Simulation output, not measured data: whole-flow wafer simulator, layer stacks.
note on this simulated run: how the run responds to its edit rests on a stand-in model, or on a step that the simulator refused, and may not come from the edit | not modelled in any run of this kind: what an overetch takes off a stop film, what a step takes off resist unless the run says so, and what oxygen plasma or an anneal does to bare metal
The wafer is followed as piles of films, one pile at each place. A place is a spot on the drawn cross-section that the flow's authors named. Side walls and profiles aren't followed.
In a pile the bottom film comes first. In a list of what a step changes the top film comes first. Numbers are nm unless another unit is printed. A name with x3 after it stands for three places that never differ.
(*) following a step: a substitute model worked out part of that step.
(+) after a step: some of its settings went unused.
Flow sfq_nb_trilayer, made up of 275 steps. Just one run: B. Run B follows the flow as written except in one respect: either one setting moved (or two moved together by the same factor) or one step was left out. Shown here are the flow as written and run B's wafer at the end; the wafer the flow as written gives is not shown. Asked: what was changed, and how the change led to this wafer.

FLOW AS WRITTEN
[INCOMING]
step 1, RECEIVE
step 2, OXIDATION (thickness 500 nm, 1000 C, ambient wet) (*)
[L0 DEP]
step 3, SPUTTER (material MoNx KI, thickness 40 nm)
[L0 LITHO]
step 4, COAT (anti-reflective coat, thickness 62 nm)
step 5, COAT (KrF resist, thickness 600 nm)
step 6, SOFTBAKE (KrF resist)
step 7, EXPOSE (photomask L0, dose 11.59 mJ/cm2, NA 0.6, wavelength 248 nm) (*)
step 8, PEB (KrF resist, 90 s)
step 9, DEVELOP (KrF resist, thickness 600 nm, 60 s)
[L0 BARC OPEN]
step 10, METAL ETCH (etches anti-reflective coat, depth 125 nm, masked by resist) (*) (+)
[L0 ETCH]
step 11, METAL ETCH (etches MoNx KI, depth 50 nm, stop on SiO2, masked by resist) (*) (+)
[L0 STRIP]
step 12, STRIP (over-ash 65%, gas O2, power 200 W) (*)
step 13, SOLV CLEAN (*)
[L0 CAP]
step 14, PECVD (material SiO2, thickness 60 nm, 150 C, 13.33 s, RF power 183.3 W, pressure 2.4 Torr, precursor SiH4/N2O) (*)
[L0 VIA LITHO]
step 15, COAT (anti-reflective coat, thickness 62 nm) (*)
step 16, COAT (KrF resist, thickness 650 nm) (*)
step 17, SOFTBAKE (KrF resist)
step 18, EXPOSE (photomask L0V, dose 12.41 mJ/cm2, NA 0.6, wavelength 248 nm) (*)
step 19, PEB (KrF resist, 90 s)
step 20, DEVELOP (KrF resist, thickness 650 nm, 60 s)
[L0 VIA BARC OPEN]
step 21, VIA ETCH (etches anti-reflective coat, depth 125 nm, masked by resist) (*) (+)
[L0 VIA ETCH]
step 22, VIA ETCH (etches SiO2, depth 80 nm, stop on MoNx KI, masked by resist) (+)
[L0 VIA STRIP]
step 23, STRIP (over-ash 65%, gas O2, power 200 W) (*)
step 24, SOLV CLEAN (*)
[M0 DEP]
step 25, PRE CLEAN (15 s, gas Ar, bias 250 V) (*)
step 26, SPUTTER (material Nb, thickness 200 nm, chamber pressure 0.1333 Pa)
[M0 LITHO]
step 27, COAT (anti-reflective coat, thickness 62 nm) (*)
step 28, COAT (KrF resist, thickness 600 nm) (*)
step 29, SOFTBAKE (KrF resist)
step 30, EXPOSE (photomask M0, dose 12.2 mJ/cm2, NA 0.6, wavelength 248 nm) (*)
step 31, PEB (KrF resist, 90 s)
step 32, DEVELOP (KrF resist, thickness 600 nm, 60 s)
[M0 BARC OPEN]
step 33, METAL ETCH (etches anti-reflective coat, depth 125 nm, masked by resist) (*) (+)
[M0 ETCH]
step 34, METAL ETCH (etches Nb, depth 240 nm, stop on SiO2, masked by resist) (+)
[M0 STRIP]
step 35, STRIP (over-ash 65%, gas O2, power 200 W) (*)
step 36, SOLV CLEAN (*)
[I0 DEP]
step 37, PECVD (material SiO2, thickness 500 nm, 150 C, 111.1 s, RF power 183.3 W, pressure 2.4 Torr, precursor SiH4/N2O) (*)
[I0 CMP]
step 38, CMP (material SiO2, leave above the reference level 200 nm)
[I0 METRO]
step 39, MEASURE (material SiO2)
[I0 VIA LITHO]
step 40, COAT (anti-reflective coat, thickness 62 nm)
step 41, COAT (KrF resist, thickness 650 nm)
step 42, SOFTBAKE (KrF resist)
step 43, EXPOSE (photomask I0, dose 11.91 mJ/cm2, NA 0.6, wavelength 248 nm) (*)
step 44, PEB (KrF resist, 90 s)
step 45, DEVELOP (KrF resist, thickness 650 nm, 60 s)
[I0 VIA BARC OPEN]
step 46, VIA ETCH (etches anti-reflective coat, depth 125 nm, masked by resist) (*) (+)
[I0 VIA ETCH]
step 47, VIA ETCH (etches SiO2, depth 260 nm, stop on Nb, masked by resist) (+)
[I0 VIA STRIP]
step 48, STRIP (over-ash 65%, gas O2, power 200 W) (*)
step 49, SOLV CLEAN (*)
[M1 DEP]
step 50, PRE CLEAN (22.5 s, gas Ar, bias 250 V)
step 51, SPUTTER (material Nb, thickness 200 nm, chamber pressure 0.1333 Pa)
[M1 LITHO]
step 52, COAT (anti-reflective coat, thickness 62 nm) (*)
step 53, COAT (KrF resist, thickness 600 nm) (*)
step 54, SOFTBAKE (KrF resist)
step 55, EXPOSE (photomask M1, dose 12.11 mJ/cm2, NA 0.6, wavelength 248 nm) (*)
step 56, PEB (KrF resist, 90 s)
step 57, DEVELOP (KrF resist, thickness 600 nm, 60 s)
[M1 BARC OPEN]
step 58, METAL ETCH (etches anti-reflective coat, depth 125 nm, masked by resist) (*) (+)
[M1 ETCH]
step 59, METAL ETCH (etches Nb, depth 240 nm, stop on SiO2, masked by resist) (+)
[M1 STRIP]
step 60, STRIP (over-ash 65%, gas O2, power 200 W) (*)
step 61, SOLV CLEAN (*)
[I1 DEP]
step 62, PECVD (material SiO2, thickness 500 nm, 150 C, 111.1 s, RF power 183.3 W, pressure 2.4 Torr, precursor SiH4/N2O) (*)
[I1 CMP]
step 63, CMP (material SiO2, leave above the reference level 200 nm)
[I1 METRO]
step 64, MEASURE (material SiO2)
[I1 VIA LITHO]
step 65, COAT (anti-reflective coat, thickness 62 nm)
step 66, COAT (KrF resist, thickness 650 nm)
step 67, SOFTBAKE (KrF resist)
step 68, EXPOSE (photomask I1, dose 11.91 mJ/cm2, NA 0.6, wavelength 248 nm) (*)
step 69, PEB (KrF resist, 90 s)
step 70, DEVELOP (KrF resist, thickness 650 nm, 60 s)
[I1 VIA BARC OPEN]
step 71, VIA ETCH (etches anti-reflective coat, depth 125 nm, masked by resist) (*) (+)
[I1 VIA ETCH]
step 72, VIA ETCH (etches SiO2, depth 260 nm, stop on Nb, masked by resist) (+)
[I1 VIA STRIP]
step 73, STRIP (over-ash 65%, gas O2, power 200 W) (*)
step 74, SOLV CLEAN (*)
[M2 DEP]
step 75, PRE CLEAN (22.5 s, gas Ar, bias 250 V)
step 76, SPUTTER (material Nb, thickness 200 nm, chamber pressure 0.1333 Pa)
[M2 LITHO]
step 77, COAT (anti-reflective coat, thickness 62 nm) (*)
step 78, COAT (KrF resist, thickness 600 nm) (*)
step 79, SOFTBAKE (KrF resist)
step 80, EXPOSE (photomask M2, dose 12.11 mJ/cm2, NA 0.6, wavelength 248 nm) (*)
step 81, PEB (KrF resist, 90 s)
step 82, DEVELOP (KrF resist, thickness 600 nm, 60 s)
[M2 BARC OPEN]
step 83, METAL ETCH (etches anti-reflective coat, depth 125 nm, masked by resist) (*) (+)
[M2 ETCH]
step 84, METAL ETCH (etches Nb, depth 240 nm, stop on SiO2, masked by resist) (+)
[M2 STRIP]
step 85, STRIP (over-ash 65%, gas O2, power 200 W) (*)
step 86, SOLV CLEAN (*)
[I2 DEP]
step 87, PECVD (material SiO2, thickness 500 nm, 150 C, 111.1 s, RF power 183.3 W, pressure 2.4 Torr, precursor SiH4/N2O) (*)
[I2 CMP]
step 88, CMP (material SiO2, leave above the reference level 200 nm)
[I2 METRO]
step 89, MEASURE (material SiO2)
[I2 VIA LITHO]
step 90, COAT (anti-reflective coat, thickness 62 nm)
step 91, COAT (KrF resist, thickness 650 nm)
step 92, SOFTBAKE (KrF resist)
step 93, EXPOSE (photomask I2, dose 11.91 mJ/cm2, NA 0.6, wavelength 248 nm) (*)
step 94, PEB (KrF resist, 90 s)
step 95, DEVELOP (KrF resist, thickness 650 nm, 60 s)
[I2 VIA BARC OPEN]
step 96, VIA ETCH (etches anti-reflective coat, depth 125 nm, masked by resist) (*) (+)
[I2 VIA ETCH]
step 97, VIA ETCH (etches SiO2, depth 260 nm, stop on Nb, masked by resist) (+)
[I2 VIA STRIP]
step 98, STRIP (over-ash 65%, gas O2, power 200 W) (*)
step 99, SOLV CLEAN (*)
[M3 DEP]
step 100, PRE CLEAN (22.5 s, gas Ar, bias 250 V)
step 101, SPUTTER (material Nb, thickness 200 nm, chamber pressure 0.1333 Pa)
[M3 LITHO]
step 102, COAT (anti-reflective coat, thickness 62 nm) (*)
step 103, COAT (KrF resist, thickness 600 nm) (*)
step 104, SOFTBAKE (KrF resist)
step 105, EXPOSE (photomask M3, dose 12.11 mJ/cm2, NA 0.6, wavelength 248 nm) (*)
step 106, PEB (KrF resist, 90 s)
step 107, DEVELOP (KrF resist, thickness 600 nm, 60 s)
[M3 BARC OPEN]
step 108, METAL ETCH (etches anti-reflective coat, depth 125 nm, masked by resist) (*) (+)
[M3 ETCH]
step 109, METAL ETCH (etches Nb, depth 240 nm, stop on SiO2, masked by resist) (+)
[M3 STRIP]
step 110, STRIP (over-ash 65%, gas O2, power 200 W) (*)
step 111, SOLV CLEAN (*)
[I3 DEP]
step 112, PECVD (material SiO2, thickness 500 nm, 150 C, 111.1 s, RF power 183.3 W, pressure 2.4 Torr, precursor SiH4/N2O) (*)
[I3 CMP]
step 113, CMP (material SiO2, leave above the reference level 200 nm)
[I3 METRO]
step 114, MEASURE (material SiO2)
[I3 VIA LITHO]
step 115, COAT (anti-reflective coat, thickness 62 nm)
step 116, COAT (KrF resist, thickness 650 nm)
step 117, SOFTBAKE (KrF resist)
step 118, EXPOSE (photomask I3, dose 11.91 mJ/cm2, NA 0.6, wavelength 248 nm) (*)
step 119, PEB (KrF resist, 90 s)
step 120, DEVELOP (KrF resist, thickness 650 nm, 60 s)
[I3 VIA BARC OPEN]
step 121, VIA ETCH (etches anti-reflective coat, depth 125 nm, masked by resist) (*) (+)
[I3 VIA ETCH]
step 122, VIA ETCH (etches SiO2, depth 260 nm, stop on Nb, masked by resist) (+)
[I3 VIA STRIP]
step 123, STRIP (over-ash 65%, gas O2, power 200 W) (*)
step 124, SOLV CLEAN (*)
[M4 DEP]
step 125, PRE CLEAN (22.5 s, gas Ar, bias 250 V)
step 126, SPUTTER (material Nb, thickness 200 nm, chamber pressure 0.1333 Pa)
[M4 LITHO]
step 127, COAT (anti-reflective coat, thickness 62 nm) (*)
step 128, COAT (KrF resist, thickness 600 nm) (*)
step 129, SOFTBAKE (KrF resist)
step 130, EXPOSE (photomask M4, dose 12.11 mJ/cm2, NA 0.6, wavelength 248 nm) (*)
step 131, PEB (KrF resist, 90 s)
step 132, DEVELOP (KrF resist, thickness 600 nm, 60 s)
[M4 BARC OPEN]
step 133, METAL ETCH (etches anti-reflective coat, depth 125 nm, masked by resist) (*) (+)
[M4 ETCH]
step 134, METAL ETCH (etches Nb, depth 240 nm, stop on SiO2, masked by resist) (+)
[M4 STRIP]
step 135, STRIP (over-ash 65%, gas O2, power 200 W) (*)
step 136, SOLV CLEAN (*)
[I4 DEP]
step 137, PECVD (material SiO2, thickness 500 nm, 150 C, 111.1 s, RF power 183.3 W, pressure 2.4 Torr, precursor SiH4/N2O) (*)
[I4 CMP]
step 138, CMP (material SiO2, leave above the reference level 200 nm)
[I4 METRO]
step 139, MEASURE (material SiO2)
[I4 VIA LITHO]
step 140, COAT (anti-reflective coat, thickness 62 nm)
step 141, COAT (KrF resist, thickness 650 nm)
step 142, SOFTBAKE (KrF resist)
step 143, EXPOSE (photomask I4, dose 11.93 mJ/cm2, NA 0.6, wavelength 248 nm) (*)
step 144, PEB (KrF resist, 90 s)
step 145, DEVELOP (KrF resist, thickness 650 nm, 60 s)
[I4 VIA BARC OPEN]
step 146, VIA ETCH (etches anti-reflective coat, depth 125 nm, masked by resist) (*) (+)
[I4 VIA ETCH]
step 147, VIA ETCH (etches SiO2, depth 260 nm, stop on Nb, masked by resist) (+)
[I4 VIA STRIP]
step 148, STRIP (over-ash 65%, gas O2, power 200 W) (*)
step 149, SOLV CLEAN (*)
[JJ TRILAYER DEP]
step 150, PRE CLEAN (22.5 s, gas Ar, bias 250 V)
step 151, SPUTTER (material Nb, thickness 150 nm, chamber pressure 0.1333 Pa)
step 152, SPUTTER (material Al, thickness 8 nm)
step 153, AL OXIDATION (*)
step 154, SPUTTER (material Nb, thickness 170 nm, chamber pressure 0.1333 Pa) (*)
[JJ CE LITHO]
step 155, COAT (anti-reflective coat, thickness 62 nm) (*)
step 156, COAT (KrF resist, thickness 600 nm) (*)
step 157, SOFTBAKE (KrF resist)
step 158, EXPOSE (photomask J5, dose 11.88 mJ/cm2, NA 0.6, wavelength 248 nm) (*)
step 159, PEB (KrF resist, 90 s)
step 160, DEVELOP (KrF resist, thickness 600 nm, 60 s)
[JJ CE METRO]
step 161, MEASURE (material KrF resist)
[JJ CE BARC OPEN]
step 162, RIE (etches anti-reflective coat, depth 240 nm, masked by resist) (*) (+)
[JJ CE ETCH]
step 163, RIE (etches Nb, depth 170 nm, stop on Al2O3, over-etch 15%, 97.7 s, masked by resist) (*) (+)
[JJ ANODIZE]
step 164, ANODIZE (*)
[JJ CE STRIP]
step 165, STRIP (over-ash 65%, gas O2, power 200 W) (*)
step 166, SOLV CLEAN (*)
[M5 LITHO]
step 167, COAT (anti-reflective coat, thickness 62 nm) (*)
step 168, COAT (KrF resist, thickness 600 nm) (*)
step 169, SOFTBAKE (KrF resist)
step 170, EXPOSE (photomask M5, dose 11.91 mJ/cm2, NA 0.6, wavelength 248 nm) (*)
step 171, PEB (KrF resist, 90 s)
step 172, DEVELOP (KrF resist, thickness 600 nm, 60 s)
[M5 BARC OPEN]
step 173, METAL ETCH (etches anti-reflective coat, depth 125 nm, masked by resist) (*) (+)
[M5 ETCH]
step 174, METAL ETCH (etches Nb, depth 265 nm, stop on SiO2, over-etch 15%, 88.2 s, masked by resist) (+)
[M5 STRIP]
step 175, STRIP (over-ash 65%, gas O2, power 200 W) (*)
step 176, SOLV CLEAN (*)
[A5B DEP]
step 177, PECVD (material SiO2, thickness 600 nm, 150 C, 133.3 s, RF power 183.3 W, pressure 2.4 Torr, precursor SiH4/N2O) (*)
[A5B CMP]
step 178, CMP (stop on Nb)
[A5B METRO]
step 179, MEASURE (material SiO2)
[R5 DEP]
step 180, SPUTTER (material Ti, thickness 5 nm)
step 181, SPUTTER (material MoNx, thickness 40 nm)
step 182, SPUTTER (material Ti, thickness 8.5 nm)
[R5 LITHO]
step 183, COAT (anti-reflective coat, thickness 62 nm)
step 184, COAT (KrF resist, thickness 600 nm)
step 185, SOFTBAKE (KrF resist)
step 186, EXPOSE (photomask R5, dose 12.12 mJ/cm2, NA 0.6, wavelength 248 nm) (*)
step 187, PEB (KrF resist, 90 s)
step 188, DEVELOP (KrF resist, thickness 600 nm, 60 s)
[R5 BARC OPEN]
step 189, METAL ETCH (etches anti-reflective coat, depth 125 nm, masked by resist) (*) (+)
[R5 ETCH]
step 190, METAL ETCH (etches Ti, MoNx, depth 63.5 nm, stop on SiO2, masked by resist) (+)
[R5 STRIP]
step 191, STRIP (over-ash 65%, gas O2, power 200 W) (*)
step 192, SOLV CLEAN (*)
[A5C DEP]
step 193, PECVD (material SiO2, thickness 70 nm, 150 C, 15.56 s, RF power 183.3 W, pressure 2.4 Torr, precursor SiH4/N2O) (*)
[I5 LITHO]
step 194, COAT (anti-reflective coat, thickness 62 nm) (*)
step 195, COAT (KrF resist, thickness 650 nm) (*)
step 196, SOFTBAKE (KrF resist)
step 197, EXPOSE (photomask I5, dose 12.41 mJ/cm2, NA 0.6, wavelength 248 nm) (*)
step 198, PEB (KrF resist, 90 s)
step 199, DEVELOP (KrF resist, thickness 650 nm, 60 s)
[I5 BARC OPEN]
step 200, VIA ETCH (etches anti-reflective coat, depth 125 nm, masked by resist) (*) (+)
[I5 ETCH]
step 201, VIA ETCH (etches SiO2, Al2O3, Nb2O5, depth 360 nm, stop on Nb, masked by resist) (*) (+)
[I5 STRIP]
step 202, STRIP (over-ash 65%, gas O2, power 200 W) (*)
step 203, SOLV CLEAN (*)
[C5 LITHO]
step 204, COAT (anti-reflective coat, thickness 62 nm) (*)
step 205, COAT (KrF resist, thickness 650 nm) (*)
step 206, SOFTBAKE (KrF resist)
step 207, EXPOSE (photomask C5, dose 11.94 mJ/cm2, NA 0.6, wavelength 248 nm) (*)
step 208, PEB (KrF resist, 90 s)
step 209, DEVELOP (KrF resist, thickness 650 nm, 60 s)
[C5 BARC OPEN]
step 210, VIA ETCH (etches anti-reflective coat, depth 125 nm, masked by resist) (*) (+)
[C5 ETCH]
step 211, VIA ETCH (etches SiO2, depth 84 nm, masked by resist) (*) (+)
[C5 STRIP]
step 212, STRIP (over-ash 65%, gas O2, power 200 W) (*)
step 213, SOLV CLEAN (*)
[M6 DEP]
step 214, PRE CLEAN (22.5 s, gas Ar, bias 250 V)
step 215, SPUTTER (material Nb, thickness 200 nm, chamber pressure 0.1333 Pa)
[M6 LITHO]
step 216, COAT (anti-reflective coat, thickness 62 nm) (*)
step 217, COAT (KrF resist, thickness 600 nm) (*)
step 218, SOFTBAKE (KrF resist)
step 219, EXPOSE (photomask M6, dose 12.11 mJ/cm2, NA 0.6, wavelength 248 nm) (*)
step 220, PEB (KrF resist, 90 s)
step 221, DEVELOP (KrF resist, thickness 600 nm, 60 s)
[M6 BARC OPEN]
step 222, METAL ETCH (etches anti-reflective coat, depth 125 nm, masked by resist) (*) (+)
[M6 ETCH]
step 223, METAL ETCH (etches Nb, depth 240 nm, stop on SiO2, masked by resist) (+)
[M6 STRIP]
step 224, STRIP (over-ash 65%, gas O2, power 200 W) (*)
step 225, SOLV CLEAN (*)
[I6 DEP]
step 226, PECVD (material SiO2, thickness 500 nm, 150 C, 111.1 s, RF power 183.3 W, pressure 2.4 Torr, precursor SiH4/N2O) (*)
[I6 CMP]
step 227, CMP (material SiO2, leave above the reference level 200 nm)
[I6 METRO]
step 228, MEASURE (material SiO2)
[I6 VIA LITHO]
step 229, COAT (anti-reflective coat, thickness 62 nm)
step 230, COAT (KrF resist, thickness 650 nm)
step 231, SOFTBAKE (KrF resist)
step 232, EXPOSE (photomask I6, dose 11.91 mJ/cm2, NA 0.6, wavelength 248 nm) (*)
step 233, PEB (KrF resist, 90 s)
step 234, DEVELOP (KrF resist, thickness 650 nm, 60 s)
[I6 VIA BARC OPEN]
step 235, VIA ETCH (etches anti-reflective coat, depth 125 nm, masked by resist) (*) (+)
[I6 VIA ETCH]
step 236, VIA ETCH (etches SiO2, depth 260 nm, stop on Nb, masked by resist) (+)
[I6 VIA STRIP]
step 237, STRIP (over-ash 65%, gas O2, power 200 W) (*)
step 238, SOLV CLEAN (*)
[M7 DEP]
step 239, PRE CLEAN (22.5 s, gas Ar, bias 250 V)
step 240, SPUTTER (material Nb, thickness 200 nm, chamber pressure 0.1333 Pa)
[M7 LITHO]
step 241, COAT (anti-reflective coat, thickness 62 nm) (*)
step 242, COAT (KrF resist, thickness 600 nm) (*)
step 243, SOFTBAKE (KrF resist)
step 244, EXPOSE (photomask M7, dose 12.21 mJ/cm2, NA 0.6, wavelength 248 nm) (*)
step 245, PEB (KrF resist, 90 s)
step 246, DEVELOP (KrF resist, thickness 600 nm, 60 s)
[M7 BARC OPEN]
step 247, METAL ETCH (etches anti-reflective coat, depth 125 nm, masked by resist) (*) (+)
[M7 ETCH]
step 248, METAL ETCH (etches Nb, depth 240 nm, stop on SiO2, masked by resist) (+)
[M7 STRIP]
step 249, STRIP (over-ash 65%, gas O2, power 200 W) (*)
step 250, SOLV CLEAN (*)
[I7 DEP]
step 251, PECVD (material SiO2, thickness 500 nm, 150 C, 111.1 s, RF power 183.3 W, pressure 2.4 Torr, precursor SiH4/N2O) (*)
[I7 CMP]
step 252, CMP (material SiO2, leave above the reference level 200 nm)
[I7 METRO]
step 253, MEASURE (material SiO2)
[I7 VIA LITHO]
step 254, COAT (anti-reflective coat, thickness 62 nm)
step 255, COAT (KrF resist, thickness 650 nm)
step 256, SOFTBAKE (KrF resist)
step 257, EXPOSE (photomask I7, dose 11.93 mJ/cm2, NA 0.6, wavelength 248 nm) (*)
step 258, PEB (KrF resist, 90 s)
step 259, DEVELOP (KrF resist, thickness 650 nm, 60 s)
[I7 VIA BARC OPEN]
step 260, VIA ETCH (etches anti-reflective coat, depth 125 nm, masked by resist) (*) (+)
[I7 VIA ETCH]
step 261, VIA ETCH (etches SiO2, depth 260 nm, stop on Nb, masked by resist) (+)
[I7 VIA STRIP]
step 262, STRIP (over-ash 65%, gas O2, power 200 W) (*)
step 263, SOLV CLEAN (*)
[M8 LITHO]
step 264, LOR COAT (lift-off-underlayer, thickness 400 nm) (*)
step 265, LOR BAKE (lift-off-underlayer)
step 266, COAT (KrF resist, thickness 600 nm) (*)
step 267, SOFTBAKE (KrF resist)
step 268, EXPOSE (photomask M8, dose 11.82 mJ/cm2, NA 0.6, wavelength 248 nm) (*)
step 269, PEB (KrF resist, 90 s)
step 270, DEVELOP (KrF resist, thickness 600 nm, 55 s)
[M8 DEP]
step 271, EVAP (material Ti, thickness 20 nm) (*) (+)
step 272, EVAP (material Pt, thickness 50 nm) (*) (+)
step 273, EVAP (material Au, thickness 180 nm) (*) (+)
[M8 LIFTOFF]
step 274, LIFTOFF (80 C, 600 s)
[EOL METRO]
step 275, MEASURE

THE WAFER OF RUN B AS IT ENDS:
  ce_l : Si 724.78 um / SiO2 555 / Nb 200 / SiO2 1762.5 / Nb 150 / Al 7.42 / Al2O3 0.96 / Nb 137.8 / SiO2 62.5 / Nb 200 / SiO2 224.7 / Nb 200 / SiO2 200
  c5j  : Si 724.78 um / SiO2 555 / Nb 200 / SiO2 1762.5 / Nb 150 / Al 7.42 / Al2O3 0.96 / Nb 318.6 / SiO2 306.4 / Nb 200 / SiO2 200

Cause: step 190, METAL ETCH: depth 85.7 nm was run, while the flow as written has depth 63.5 nm.

The path from the change to this, step by step:
  step 190, METAL ETCH (etches Ti, MoNx, depth 63.5 nm, stop on SiO2, masked by resist) (+)
      be_r, r_sur, res, r_end, r5r_line_l, r5r_line_c, r5r_line_r: -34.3 KrF resist (as written it would have been: -25.4 KrF resist)
      ce_l, c5j, ce_r, wl_jj: -8.5 Ti (all of it), -40 MoNx (all of it), -5 Ti (all of it), -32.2 Nb (as written it would have been: -8.5 Ti (all of it), -40 MoNx (all of it), -5 Ti (all of it), -10 Nb)
  step 194, COAT (anti-reflective coat, thickness 62 nm) (*)
      wl_j_sl, wl_j_sr: +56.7 anti-reflective coat (new film) (as written it would have been: +60.2 anti-reflective coat (new film))
      jj_sur: +57.3 anti-reflective coat (new film) (as written it would have been: +60.8 anti-reflective coat (new film))
      (as well as at 5 more places)
  step 202, STRIP (over-ash 65%, gas O2, power 200 W) (*)
      wl_j_sl, wl_j_sr: -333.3 KrF resist (all of it), -56.7 anti-reflective coat (all of it) (as written it would have been: -333.3 KrF resist (all of it), -60.2 anti-reflective coat (all of it))
      jj_sur: -337.4 KrF resist (all of it), -57.3 anti-reflective coat (all of it) (as written it would have been: -337.2 KrF resist (all of it), -60.8 anti-reflective coat (all of it))
      (as well as at 5 more places)
  step 204, COAT (anti-reflective coat, thickness 62 nm) (*)
      wl_j_sl, wl_j_sr: +56.7 anti-reflective coat (new film) (as written it would have been: +60.2 anti-reflective coat (new film))
      jj_sur: +55.9 anti-reflective coat (new film) (as written it would have been: +59.5 anti-reflective coat (new film))
      (as well as at 5 more places)
  step 210, VIA ETCH (etches anti-reflective coat, depth 125 nm, masked by resist) (*) (+)
      c5j: -70 anti-reflective coat (all of it), -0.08 SiO2 (as written it would have been: -63.9 anti-reflective coat (all of it), -0.11 SiO2)
  step 212, STRIP (over-ash 65%, gas O2, power 200 W) (*)
      wl_j_sl, wl_j_sr: -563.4 KrF resist (all of it), -56.7 anti-reflective coat (all of it) (as written it would have been: -563.4 KrF resist (all of it), -60.2 anti-reflective coat (all of it))
      jj_sur: -562.2 KrF resist (all of it), -55.9 anti-reflective coat (all of it) (as written it would have been: -562 KrF resist (all of it), -59.5 anti-reflective coat (all of it))
      (as well as at 4 more places)
  step 216, COAT (anti-reflective coat, thickness 62 nm) (*)
      wl_j_sl, wl_j_sr: +56.8 anti-reflective coat (new film) (as written it would have been: +60.2 anti-reflective coat (new film))
      jj_sur: +52.5 anti-reflective coat (new film) (as written it would have been: +56.1 anti-reflective coat (new film))
      (as well as at 5 more places)
  step 224, STRIP (over-ash 65%, gas O2, power 200 W) (*)
      wl_j_sl, wl_j_sr: -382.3 KrF resist (all of it), -56.8 anti-reflective coat (all of it) (as written it would have been: -382.5 KrF resist (all of it), -60.2 anti-reflective coat (all of it))
      jj_sur: -378.4 KrF resist (all of it), -52.5 anti-reflective coat (all of it) (as written it would have been: -378.5 KrF resist (all of it), -56.1 anti-reflective coat (all of it))
      (as well as at 5 more places)
  step 227, CMP (material SiO2, leave above the reference level 200 nm)
      ce_l, ce_r, wl_jj: -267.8 SiO2 (as written it would have been: -290 SiO2)
      c5j: -200.8 SiO2 (as written it would have been: -223 SiO2)
